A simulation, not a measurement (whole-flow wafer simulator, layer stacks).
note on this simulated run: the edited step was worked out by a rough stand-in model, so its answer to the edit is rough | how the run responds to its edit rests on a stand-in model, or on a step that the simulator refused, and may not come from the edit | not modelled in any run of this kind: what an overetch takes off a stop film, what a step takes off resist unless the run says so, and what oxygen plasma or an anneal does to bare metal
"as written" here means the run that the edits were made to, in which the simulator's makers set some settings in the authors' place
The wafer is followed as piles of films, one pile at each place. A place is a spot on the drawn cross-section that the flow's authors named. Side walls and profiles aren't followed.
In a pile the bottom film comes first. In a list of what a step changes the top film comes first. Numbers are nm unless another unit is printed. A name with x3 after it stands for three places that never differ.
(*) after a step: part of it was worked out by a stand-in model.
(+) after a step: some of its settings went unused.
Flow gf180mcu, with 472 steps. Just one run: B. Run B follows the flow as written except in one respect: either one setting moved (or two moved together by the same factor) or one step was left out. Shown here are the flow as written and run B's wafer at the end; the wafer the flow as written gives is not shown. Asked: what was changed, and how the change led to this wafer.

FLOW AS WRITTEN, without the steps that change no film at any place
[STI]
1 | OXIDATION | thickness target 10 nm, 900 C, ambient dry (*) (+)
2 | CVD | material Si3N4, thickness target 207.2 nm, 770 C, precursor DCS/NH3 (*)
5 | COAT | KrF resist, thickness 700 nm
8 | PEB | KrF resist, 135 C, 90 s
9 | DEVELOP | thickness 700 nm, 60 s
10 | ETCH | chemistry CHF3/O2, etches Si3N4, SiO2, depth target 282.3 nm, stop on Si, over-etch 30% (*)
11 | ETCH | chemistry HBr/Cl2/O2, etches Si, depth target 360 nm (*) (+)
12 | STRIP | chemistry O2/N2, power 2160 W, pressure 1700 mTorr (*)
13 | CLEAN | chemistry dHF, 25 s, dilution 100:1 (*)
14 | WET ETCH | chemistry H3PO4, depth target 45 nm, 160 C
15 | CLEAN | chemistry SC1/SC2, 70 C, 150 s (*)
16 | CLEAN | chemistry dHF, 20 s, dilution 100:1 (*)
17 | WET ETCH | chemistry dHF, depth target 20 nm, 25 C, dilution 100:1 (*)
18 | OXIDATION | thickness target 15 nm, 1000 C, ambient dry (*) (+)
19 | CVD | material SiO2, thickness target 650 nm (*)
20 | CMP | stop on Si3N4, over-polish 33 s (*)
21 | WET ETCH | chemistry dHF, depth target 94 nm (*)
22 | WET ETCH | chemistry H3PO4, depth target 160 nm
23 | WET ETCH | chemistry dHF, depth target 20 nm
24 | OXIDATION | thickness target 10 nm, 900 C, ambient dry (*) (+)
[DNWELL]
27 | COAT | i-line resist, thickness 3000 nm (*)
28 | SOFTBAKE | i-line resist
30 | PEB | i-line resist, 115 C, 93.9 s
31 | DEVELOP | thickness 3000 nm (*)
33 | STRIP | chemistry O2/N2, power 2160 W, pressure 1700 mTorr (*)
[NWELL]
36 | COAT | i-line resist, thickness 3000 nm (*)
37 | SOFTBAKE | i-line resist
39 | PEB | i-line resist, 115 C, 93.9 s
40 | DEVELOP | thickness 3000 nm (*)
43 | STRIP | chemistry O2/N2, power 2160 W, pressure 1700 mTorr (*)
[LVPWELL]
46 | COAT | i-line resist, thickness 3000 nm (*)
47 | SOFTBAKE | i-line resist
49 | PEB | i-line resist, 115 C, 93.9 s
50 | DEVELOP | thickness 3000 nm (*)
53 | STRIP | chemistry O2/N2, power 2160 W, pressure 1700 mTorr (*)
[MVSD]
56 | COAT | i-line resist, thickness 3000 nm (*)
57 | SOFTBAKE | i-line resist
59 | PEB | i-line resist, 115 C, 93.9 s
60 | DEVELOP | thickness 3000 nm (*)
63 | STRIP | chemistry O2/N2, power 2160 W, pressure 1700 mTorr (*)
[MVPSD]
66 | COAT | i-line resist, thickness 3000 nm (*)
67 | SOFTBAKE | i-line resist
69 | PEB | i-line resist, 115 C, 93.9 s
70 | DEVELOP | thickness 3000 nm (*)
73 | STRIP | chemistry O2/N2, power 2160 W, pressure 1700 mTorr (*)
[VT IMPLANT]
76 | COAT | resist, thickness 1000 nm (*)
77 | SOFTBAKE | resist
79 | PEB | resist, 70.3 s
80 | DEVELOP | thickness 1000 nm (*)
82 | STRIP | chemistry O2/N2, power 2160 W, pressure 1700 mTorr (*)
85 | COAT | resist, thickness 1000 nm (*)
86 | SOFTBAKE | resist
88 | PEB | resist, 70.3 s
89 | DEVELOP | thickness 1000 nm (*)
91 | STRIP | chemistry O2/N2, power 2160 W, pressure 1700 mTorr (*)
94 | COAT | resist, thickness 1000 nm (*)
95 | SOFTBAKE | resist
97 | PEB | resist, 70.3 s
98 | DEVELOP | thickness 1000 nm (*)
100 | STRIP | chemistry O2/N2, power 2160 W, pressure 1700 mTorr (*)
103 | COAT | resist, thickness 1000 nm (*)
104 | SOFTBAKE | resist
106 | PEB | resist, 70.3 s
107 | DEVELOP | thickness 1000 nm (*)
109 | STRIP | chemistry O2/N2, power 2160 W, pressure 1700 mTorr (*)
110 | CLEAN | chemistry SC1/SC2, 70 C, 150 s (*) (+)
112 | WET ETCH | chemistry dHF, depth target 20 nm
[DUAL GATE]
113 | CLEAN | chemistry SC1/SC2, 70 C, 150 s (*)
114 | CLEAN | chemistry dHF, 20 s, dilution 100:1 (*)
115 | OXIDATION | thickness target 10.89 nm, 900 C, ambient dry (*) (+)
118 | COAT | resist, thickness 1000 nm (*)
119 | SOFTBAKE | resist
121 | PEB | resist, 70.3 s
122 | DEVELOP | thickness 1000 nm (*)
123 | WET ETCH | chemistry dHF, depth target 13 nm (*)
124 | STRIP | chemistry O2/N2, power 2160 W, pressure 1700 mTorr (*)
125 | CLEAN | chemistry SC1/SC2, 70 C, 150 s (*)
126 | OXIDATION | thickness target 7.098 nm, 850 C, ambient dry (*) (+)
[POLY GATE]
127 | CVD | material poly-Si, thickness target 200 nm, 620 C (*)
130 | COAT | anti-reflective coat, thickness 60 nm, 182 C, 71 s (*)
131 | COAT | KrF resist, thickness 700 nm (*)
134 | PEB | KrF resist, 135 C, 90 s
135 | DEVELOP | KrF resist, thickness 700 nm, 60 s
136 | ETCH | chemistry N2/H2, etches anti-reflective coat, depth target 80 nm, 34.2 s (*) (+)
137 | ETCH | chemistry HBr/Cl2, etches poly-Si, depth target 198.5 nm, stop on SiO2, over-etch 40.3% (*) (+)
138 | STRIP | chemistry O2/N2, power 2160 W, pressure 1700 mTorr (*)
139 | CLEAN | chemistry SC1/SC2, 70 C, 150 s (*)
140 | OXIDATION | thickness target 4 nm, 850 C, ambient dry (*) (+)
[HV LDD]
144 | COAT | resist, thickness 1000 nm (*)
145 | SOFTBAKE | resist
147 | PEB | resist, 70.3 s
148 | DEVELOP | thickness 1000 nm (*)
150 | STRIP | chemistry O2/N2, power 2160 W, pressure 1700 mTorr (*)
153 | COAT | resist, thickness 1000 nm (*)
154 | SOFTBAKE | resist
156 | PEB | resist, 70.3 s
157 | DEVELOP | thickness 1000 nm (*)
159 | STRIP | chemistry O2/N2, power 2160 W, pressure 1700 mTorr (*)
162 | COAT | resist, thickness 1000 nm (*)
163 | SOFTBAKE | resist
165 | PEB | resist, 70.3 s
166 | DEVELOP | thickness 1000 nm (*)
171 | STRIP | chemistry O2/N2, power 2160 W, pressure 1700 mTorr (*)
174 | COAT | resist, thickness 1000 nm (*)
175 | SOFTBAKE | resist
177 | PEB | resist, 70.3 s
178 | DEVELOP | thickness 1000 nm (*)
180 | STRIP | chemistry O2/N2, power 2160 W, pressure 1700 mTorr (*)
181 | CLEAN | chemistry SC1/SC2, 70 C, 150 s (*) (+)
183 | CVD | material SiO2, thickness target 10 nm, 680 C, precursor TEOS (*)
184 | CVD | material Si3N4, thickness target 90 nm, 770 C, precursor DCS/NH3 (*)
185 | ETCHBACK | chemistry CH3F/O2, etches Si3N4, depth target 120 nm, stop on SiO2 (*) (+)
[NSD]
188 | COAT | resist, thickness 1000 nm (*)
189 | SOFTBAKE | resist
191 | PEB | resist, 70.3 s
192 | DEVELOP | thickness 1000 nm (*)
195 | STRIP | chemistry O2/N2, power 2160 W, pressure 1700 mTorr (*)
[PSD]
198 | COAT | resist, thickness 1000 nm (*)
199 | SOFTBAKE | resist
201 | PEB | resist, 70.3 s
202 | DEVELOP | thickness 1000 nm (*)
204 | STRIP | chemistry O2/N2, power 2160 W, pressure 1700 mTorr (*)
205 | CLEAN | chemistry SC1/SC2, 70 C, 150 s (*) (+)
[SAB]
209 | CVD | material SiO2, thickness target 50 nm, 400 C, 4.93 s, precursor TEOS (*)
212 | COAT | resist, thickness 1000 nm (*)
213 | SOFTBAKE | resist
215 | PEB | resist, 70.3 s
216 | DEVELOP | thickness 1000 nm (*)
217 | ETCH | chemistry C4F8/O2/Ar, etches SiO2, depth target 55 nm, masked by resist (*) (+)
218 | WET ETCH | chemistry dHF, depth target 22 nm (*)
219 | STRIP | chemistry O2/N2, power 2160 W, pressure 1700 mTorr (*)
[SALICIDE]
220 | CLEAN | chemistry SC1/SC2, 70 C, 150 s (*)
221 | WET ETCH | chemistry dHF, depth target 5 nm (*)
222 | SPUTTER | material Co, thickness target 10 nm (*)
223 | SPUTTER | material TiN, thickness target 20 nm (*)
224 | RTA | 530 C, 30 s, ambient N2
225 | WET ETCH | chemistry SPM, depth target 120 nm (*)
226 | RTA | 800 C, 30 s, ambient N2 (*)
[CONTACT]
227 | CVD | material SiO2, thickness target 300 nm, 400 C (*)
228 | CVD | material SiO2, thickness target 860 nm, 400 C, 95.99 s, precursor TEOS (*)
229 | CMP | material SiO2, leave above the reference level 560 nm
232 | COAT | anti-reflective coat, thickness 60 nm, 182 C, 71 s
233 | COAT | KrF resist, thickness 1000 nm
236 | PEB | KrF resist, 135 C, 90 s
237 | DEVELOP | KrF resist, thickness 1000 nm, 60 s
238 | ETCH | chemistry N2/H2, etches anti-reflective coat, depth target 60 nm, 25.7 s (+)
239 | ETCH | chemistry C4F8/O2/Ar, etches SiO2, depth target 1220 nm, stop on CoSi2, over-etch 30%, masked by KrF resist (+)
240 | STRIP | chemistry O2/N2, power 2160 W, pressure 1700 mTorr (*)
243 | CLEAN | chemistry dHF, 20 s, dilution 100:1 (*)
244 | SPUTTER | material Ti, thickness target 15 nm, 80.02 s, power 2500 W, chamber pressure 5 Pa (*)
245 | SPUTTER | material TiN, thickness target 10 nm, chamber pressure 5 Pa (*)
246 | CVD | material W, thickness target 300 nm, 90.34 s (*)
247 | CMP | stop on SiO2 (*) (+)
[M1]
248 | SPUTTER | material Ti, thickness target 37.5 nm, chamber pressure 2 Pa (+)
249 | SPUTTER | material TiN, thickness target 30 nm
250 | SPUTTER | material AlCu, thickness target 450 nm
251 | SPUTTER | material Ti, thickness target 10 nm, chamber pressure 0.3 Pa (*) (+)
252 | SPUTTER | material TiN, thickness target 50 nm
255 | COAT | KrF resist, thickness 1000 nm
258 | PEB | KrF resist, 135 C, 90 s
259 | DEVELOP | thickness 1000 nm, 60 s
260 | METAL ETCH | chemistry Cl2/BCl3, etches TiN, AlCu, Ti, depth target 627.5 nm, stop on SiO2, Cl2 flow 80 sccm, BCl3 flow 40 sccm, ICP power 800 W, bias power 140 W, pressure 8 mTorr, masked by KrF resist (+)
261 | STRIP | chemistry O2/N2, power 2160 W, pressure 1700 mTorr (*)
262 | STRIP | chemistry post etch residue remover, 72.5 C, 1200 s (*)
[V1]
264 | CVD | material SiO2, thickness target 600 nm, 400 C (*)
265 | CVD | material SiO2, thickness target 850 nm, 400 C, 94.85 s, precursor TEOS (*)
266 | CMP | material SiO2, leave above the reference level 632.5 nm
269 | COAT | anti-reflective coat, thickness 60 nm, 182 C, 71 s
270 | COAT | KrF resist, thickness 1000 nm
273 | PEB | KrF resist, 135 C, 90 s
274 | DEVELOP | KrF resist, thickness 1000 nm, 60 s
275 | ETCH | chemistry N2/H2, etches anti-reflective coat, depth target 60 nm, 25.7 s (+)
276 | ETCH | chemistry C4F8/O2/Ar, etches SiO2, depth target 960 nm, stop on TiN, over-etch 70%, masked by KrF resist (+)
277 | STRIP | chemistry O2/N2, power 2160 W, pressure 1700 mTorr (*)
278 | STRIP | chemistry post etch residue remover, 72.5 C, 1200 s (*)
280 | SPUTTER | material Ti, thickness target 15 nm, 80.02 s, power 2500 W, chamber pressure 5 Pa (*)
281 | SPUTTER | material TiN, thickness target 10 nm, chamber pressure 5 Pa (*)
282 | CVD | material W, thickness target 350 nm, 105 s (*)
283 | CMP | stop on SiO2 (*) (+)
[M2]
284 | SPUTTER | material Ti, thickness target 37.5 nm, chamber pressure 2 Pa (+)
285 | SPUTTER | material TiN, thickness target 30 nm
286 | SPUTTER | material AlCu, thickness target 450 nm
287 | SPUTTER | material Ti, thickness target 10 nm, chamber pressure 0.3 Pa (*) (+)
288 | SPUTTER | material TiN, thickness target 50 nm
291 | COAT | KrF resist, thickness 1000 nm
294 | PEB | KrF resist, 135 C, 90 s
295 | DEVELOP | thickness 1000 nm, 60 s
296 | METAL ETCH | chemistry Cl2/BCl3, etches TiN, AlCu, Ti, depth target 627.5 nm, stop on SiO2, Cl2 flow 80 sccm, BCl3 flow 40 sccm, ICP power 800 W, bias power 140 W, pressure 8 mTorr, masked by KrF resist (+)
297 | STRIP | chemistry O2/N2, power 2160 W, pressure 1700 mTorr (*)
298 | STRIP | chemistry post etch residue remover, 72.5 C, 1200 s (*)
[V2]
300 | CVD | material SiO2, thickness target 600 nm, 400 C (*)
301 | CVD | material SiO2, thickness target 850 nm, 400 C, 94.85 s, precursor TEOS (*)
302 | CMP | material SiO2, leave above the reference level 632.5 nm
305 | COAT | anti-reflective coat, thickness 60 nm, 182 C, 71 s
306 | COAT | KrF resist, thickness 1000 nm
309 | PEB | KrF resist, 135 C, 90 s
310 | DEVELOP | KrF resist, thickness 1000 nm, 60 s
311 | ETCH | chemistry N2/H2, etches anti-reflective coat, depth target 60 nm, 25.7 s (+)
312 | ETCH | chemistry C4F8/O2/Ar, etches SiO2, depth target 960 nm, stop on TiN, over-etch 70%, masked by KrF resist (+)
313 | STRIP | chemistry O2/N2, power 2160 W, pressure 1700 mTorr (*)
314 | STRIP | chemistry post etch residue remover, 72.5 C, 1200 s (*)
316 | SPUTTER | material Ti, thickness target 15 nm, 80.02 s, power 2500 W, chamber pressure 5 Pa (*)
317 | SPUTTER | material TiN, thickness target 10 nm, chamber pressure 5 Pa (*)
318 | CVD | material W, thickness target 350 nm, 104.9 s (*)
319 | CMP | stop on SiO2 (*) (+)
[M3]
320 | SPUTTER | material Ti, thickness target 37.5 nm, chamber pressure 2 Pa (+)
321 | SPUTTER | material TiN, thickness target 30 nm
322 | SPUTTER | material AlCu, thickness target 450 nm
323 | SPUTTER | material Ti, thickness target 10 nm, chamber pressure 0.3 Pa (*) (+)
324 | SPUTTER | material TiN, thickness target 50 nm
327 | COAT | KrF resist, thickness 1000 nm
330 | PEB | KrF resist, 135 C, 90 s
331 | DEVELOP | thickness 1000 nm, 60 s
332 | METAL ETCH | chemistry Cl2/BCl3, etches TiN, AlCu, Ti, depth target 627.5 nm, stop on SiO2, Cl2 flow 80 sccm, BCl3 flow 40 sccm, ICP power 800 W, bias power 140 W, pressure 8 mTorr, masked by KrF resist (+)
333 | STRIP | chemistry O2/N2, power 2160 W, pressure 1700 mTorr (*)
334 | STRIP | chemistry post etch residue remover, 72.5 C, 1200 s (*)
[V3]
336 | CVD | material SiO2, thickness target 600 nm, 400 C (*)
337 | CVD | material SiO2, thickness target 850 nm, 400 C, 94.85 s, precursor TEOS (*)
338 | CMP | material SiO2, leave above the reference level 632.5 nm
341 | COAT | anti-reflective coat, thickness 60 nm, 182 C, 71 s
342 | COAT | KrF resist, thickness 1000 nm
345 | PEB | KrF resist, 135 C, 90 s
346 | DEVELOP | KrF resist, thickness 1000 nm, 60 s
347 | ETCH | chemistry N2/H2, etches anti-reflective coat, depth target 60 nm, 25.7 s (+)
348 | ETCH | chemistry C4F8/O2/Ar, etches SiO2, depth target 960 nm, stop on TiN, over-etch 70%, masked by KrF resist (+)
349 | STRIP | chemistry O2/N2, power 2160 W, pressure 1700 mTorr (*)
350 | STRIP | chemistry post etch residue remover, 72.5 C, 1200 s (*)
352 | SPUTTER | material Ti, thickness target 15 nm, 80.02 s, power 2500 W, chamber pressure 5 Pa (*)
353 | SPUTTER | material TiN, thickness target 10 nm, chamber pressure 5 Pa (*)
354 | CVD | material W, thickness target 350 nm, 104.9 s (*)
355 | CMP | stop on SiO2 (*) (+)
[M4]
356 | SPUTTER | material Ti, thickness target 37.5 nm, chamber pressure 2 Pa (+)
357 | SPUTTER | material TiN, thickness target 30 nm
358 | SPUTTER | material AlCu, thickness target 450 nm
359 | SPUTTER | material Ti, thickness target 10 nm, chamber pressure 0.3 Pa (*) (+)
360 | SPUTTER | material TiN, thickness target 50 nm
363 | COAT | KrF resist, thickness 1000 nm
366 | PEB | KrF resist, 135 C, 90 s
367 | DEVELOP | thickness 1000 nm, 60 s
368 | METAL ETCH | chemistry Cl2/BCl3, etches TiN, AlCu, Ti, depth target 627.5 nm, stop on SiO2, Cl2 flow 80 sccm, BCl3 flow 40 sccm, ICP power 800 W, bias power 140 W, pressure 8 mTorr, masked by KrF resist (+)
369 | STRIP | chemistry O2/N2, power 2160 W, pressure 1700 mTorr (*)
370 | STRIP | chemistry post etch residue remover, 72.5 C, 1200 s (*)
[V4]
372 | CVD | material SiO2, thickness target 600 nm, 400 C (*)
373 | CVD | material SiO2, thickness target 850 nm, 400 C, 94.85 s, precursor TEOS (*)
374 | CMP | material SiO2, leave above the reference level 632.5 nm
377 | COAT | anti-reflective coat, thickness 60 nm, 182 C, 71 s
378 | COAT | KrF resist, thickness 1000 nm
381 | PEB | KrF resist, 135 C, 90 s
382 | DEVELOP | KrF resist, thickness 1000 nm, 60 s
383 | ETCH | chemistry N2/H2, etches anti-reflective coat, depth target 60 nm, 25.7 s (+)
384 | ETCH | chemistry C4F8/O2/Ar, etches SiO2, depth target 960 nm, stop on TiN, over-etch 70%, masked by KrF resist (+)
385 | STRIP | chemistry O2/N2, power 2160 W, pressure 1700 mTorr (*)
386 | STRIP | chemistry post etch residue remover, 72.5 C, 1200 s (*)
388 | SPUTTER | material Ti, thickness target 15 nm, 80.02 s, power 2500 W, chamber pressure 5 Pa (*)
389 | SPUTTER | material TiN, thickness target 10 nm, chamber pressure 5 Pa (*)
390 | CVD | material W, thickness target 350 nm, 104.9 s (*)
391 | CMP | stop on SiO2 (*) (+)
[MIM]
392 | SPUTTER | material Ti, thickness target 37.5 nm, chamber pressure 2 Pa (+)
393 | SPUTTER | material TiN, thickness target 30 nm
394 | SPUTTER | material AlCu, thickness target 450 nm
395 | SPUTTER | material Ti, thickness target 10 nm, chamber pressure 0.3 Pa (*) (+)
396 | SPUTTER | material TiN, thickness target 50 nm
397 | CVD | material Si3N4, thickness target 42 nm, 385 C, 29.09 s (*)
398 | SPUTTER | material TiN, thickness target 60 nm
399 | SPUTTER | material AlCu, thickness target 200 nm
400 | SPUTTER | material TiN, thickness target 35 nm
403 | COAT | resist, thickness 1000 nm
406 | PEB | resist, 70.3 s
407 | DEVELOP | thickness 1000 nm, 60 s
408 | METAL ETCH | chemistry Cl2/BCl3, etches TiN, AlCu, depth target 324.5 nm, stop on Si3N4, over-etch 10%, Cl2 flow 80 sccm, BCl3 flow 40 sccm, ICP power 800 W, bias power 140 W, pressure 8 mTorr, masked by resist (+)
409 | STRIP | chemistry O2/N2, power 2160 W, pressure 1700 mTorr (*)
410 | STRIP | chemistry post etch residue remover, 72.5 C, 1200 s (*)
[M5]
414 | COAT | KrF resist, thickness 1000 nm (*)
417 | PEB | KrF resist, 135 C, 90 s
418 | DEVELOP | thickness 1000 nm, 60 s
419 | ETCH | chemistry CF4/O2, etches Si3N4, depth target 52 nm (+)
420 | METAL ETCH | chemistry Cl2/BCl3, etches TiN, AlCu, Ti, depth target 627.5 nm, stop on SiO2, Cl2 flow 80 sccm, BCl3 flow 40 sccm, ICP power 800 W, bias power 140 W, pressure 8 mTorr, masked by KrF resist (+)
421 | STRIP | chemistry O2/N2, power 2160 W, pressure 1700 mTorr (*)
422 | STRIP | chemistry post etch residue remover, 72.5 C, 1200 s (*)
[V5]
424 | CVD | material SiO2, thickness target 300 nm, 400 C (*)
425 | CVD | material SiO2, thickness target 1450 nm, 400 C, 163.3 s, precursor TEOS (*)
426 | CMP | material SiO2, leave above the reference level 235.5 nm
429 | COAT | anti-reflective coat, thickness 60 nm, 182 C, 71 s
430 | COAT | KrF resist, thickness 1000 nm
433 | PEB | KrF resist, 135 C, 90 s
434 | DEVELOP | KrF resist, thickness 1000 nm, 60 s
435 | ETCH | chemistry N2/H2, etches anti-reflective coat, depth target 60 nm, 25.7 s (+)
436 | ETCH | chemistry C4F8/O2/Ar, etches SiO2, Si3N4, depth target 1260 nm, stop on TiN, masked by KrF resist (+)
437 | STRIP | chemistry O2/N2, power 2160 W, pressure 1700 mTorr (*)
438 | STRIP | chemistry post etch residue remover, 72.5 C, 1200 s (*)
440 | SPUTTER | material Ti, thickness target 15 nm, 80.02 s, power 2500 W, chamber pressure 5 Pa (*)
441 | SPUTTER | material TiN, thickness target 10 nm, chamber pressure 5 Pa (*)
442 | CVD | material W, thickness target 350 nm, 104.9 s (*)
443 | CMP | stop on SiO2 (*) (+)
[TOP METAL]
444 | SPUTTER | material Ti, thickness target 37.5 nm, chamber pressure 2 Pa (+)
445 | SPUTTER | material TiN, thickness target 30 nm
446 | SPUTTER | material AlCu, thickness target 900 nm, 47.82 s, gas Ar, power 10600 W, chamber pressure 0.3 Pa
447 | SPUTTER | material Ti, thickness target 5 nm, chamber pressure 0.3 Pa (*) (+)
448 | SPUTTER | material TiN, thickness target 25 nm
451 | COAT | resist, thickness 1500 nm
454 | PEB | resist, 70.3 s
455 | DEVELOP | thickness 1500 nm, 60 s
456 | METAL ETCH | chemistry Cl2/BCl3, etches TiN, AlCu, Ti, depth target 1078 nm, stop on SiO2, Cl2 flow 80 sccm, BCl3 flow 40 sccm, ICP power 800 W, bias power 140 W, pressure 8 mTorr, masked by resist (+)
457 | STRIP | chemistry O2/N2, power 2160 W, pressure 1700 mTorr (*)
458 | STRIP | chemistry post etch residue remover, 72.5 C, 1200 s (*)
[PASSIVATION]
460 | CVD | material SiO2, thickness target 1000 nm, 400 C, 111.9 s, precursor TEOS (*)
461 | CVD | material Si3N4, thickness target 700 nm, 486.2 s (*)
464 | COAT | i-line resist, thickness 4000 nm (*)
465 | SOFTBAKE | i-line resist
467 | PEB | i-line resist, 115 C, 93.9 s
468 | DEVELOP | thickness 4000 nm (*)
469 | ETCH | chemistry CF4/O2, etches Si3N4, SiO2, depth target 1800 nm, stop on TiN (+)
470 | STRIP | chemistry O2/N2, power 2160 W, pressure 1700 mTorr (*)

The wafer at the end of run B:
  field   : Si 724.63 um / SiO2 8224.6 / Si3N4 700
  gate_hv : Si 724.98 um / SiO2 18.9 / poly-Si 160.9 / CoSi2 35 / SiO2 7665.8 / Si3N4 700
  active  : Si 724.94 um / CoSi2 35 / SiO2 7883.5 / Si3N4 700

Cause: step 24, OXIDATION: 1012 C was run, whereas the flow has 900 C.

The path from the change to this, step by step:
  24 | OXIDATION | thickness target 10 nm, 900 C, ambient dry (*) (+)
      active, n_well, p_well and 40 more: +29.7 SiO2 (new film), -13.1 Si (in the flow as written it would be: +10 SiO2 (new film), -4.4 Si)
      sti, mim_1p0, pad and 17 more: +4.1 SiO2, -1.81 Si (in the flow as written it would be: +1.02 SiO2, -0.45 Si)
      (and at 17 other places as well)
  28 | SOFTBAKE | i-line resist
      field: +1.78 i-line resist (in the flow as written it would be: +2.45 i-line resist)
      field_sub: +1.35 i-line resist (in the flow as written it would be: +1.87 i-line resist)
      (and at 32 other places as well)
  37 | SOFTBAKE | i-line resist
      field: +1.78 i-line resist (in the flow as written it would be: +2.45 i-line resist)
      field_sub: +1.35 i-line resist (in the flow as written it would be: +1.87 i-line resist)
      (and at 32 other places as well)
  47 | SOFTBAKE | i-line resist
      field: +1.78 i-line resist (in the flow as written it would be: +2.45 i-line resist)
      field_sub: +1.35 i-line resist (in the flow as written it would be: +1.87 i-line resist)
      (and at 32 other places as well)
  57 | SOFTBAKE | i-line resist
      field: +1.78 i-line resist (in the flow as written it would be: +2.45 i-line resist)
      field_sub: +1.35 i-line resist (in the flow as written it would be: +1.87 i-line resist)
      (and at 32 other places as well)
  67 | SOFTBAKE | i-line resist
      field: +1.78 i-line resist (in the flow as written it would be: +2.45 i-line resist)
      field_sub: +1.35 i-line resist (in the flow as written it would be: +1.87 i-line resist)
      (and at 32 other places as well)
  112 | WET ETCH | chemistry dHF, depth target 20 nm
      active, n_well, p_well and 40 more: -20 SiO2 (in the flow as written it would be: -9.66 SiO2 (all of it))
  113 | CLEAN | chemistry SC1/SC2, 70 C, 150 s (*)
      active, n_well, p_well and 40 more: -0.34 SiO2 (in the flow as written it would be: +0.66 chemical SiO2 (new film), -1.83 Si)
  114 | CLEAN | chemistry dHF, 20 s, dilution 100:1 (*)
      active, n_well, p_well and 40 more: -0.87 SiO2 (in the flow as written it would be: -0.66 chemical SiO2 (all of it))
  115 | OXIDATION | thickness target 10.89 nm, 900 C, ambient dry (*) (+)
      active, n_well, p_well and 27 more: +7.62 SiO2, -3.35 Si (in the flow as written it would be: +10.9 SiO2 (new film), -4.79 Si)
      gate_hv, active_hv, active_nat and 10 more: +7.61 SiO2, -3.35 Si (in the flow as written it would be: +10.9 SiO2 (new film), -4.79 Si)
  123 | WET ETCH | chemistry dHF, depth target 13 nm (*)
      active, n_well, p_well and 12 more: -13 SiO2 (in the flow as written it would be: -10.9 SiO2 (all of it))
  124 | STRIP | chemistry O2/N2, power 2160 W, pressure 1700 mTorr (*)
      active, n_well, p_well and 12 more: nothing (in the flow as written it would be: +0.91 chemical SiO2 (new film), -0.4 Si)
  126 | OXIDATION | thickness target 7.098 nm, 850 C, ambient dry (*) (+)
      active, n_well, p_well and 12 more: +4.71 SiO2, -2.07 Si (in the flow as written it would be: +7.1 SiO2 (new film), -0.76 chemical SiO2 (all of it), -2.79 Si)
  130 | COAT | anti-reflective coat, thickness 60 nm, 182 C, 71 s (*)
      p_well, spacer, sd_n: +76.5 anti-reflective coat (new film) (in the flow as written it would be: +70.9 anti-reflective coat (new film))
      ldn_dft, ldp_dft: +47.6 anti-reflective coat (new film) (in the flow as written it would be: +48.7 anti-reflective coat (new film))
      (and at 30 other places as well)
  136 | ETCH | chemistry N2/H2, etches anti-reflective coat, depth target 80 nm, 34.2 s (*) (+)
      p_well, spacer, sd_n: -76.5 anti-reflective coat (all of it), -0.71 poly-Si (in the flow as written it would be: -70.9 anti-reflective coat (all of it), -0.85 poly-Si)
      ldn_dft, ldp_dft: -47.6 anti-reflective coat (all of it), -1.45 poly-Si (in the flow as written it would be: -48.7 anti-reflective coat (all of it), -1.42 poly-Si)
      (and at 23 other places as well)
  138 | STRIP | chemistry O2/N2, power 2160 W, pressure 1700 mTorr (*)
      gate: +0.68 chemical SiO2 (new film), -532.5 KrF resist (all of it), -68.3 anti-reflective coat (all of it), -0.3 poly-Si (in the flow as written it would be: +0.68 chemical SiO2 (new film), -531.7 KrF resist (all of it), -65.5 anti-reflective coat (all of it), -0.3 poly-Si)
      gate_p: +0.68 chemical SiO2 (new film), -531.3 KrF resist (all of it), -68.8 anti-reflective coat (all of it), -0.3 poly-Si (in the flow as written it would be: +0.68 chemical SiO2 (new film), -530.6 KrF resist (all of it), -65.9 anti-reflective coat (all of it), -0.3 poly-Si)
      (and at 5 other places as well)
  ... 4 other steps ...
  229 | CMP | material SiO2, leave above the reference level 560 nm
      field__w7, field__w8: -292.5 SiO2 (in the flow as written it would be: -286.6 SiO2)
      field_sub, field_sub__w2: -271.6 SiO2 (in the flow as written it would be: -265.5 SiO2)
      (and at 13 other places as well)
